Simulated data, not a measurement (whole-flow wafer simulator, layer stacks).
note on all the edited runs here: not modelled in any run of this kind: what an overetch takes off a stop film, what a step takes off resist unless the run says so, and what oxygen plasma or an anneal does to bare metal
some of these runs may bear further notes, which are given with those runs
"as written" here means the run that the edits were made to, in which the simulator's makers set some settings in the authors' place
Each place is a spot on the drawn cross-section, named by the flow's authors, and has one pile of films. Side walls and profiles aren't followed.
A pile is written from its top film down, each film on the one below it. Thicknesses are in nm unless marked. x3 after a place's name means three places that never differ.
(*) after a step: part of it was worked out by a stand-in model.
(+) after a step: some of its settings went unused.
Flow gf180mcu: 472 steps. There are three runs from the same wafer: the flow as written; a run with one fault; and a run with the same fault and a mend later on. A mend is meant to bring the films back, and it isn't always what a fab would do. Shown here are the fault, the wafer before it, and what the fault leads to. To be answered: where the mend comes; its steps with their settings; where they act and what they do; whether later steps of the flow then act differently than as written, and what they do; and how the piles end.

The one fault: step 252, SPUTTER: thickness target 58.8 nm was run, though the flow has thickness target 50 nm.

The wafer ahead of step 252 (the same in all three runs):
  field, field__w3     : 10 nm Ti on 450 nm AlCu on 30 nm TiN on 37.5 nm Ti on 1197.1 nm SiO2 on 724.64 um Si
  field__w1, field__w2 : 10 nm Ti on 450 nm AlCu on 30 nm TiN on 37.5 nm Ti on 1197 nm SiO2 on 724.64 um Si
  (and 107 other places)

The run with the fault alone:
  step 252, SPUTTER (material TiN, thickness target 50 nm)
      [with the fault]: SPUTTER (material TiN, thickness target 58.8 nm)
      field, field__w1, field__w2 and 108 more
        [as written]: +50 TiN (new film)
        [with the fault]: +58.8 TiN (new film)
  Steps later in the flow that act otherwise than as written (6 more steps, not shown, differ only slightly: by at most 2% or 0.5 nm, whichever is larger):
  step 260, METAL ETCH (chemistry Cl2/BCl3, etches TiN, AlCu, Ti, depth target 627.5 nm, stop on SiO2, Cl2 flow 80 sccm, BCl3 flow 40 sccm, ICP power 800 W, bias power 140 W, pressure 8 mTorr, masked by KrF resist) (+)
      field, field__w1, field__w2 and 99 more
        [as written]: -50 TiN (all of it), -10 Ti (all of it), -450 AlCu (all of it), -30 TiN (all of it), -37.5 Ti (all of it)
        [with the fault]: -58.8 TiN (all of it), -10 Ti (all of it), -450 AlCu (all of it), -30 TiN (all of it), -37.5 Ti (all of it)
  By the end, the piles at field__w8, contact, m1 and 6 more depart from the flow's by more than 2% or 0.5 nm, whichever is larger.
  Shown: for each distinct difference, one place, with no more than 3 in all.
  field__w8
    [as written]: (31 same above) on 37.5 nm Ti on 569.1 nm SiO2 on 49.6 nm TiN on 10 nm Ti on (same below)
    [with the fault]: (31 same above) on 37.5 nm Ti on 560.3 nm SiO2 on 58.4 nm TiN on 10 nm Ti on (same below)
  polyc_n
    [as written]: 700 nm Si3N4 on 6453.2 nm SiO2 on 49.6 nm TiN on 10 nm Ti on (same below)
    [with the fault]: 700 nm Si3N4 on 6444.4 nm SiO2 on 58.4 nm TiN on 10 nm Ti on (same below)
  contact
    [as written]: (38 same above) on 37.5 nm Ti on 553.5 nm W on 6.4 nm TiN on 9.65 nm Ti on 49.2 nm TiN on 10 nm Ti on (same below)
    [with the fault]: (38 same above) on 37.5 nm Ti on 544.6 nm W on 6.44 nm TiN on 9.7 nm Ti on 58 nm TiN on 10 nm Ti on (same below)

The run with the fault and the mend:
  The mend stands after step 259.
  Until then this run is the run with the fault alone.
  step 259a, STRIP (chemistry O2/N2, power 2160 W, pressure 1700 mTorr) (*)
      field__w8, contact, m1 and 6 more
        -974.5 KrF resist (all of it)
  step 259b, METAL ETCH (chemistry Cl2/BCl3, etches TiN, AlCu, Ti, depth target 8.8 nm, Cl2 flow 80 sccm, BCl3 flow 40 sccm, ICP power 800 W, bias power 140 W, pressure 8 mTorr)
      field, field__w1, field__w2 and 108 more
        -8.8 TiN
  step 259c, HMDS (120 C, 60 s) (the flow's step 254 again)
      alters no film at any place that is followed
  step 259d, COAT (KrF resist, thickness 1000 nm) (the flow's step 255 again)
      field, field__w1, field__w2 and 108 more
        +1000 KrF resist (new film)
  step 259e, SOFTBAKE (KrF resist) (the flow's step 256 again)
      alters no film at any place that is followed
  step 259f, EXPOSE (photomask Metal1) (the flow's step 257 again)
      alters no film at any place that is followed
  step 259g, PEB (KrF resist, 135 C, 90 s) (the flow's step 258 again)
      field, field__w1, field__w2 and 108 more
        -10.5 KrF resist
  step 259h, DEVELOP (thickness 1000 nm, 60 s) (the flow's step 259 again)
      field, field__w1, field__w2 and 99 more
        -989.5 KrF resist (all of it)
      field__w8, contact, m1 and 6 more
        -14.9 KrF resist
  Every later step of the flow that is run acts as written at every place that is followed.
  The piles end the same as the flow's at every place that both follow.
